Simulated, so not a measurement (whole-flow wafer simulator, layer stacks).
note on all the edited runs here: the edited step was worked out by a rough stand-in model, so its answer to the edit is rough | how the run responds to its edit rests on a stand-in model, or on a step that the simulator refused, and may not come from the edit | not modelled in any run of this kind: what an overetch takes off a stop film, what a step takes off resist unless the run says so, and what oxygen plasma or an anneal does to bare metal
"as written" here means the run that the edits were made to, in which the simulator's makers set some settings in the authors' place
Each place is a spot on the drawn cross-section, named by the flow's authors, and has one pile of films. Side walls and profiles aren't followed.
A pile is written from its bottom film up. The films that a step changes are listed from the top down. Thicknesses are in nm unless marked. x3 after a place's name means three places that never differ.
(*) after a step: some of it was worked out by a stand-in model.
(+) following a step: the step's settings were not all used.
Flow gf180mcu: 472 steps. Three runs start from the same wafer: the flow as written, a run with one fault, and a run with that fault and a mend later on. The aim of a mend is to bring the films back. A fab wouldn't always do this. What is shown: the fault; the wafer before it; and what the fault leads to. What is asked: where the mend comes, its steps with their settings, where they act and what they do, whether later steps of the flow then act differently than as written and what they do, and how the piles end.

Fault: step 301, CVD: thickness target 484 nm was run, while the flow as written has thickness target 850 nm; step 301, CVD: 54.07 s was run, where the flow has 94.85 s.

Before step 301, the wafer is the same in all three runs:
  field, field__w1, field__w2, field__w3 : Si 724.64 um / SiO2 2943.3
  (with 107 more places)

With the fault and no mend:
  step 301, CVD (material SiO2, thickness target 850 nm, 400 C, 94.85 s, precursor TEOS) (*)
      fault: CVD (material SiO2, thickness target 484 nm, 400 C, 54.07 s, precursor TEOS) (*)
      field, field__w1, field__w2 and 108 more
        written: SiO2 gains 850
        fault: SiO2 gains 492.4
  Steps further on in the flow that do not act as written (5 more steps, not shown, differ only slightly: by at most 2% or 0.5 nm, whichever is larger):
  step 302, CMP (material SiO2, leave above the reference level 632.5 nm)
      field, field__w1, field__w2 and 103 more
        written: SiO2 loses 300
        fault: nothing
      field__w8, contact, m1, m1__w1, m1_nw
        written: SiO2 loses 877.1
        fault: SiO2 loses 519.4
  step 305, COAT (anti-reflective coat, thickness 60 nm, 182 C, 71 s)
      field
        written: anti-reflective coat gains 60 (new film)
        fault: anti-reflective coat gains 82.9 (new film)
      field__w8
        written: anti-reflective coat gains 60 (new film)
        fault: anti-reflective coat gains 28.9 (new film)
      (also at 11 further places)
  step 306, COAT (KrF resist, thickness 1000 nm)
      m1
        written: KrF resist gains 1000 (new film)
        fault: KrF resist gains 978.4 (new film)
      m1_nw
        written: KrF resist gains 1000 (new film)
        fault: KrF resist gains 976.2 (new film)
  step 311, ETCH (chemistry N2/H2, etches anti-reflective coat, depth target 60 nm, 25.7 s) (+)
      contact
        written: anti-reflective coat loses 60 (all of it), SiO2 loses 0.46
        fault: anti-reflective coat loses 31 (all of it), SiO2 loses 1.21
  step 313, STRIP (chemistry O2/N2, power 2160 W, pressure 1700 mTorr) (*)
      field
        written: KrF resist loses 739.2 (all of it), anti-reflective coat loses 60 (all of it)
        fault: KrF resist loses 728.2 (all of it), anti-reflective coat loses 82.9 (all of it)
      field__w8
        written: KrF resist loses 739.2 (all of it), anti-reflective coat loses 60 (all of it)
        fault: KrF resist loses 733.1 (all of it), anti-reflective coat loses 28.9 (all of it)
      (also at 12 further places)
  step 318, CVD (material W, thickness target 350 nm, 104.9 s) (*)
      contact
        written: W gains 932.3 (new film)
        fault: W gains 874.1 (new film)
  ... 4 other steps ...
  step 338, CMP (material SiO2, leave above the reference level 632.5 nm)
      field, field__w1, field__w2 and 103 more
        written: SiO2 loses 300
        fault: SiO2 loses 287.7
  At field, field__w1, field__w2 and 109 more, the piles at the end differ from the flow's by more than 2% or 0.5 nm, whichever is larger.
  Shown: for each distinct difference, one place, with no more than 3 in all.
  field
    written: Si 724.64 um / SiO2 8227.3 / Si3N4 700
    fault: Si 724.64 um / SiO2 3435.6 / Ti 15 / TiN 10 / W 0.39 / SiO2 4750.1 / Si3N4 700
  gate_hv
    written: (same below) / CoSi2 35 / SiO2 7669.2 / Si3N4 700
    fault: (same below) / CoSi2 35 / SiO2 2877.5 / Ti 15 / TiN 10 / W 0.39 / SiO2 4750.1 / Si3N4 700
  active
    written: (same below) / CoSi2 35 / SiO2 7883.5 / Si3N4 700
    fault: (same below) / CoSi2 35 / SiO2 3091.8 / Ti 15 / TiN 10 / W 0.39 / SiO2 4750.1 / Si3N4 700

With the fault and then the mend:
  After step 301 comes the mend.
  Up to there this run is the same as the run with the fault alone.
  step 301a, CVD (material SiO2, thickness target 366 nm, 400 C, 40.84 s, precursor TEOS) (*) (the flow's step 301 again, with other settings)
      field, field__w1, field__w2 and 108 more
        SiO2 gains 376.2
  Steps further on in the flow that do not act as written:
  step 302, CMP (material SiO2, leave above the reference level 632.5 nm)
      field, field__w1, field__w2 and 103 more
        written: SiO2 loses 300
        mend: SiO2 loses 318.5
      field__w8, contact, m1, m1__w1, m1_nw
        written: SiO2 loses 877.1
        mend: SiO2 loses 895.6
  At every place that both follow, the piles at the end match the flow's.
